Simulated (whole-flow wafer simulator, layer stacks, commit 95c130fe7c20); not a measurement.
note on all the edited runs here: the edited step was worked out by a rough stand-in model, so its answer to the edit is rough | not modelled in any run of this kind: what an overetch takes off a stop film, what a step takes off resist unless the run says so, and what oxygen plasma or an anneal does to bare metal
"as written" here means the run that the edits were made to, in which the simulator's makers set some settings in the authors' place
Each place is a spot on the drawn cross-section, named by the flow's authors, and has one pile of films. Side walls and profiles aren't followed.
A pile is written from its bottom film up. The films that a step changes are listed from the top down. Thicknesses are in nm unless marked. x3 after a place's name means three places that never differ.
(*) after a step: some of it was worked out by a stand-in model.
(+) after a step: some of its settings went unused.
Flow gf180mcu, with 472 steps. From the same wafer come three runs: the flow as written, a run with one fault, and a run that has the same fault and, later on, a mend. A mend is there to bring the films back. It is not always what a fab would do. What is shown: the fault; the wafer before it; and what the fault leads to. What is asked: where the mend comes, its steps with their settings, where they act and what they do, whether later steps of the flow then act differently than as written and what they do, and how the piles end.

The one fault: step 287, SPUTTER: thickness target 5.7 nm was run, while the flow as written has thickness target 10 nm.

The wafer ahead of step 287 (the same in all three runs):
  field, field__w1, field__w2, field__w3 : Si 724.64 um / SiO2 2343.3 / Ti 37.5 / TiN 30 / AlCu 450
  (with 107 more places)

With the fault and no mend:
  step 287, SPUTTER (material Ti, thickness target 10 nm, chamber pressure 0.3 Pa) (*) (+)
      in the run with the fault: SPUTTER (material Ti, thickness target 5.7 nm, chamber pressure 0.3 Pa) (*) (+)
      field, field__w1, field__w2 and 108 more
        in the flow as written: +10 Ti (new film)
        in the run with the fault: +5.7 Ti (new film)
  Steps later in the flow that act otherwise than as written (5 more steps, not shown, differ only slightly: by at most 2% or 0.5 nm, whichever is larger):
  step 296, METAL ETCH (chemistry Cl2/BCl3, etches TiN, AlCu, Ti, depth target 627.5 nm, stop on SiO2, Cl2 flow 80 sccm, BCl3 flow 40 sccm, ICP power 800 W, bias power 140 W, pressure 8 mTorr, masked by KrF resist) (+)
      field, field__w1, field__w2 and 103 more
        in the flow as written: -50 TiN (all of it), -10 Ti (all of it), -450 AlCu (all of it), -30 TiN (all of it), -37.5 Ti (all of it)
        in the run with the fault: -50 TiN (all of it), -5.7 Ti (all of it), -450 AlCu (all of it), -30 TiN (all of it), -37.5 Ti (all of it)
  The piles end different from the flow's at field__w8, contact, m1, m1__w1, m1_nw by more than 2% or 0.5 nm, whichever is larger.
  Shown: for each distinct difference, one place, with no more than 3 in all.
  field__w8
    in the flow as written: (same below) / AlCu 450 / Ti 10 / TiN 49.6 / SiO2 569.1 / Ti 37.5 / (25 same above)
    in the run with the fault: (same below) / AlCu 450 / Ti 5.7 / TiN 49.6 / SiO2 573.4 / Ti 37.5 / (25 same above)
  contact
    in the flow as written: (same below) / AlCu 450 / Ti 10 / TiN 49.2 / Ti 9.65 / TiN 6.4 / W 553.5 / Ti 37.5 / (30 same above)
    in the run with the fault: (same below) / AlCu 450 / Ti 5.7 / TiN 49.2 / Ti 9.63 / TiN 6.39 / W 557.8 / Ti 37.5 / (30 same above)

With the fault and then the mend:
  After step 287 comes the mend.
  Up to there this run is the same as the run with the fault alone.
  step 287a, SPUTTER (material Ti, thickness target 4.3 nm, chamber pressure 0.3 Pa) (*) (+) (the flow's step 287, run once more with other settings)
      field, field__w1, field__w2 and 108 more
        +4.3 Ti
  None of the later steps of the flow acts differently than as written at any place that is followed.
  By the end, the piles equal the flow's at every place that both follow.
